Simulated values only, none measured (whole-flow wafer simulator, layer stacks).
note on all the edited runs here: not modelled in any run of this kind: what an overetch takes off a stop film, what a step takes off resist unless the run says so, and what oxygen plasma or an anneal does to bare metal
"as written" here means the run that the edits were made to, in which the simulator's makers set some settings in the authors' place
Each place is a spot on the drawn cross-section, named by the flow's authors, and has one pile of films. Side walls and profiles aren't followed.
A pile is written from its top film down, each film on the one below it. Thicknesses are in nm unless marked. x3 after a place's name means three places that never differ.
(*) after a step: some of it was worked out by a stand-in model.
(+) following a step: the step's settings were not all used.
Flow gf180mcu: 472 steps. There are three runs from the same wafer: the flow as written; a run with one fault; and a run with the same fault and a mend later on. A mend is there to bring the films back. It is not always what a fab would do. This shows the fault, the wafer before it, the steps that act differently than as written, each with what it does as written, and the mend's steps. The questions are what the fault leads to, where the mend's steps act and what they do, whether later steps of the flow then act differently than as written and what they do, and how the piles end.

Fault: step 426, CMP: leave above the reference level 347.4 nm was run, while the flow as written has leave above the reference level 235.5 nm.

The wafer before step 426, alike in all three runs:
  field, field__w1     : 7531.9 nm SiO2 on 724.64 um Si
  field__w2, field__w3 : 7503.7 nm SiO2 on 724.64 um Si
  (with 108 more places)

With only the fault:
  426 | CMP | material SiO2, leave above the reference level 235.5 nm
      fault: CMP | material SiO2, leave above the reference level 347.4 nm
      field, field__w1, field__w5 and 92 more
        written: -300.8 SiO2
        fault: -188.9 SiO2
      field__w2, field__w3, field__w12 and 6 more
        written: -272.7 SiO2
        fault: -160.8 SiO2
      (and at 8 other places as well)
  Steps further on in the flow that do not act as written (2 other steps are not shown; they differ only slightly, by no more than 2% or 0.5 nm, whichever is larger):
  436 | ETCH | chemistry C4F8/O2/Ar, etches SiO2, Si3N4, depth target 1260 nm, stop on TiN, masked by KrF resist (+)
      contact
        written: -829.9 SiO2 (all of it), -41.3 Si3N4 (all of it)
        fault: -941.8 SiO2 (all of it), -41.3 Si3N4 (all of it)
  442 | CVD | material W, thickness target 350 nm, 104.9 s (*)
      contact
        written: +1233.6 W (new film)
        fault: +1346.3 W (new film)
  The piles end different from the flow's at field__w4, field__w8, contact, m1, m1__w1, mim, mim_1p0, m1_nw by more than 2% or 0.5 nm, whichever is larger.
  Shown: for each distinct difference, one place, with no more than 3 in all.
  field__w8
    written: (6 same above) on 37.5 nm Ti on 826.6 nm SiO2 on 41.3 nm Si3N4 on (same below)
    fault: (6 same above) on 37.5 nm Ti on 938.5 nm SiO2 on 41.3 nm Si3N4 on (same below)
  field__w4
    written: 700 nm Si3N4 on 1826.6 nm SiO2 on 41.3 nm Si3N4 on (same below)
    fault: 700 nm Si3N4 on 1938.5 nm SiO2 on 41.3 nm Si3N4 on (same below)
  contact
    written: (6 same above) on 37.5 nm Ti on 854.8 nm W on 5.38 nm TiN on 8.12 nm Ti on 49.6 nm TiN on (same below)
    fault: (6 same above) on 37.5 nm Ti on 967.5 nm W on 5.05 nm TiN on 7.62 nm Ti on 49.6 nm TiN on (same below)

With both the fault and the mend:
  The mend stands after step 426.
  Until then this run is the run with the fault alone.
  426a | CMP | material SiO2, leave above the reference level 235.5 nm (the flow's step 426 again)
      field, field__w1, field__w2 and 109 more
        -111.9 SiO2
  None of the later steps of the flow acts differently than as written at any place that is followed.
  By the end, the piles equal the flow's at every place that both follow.
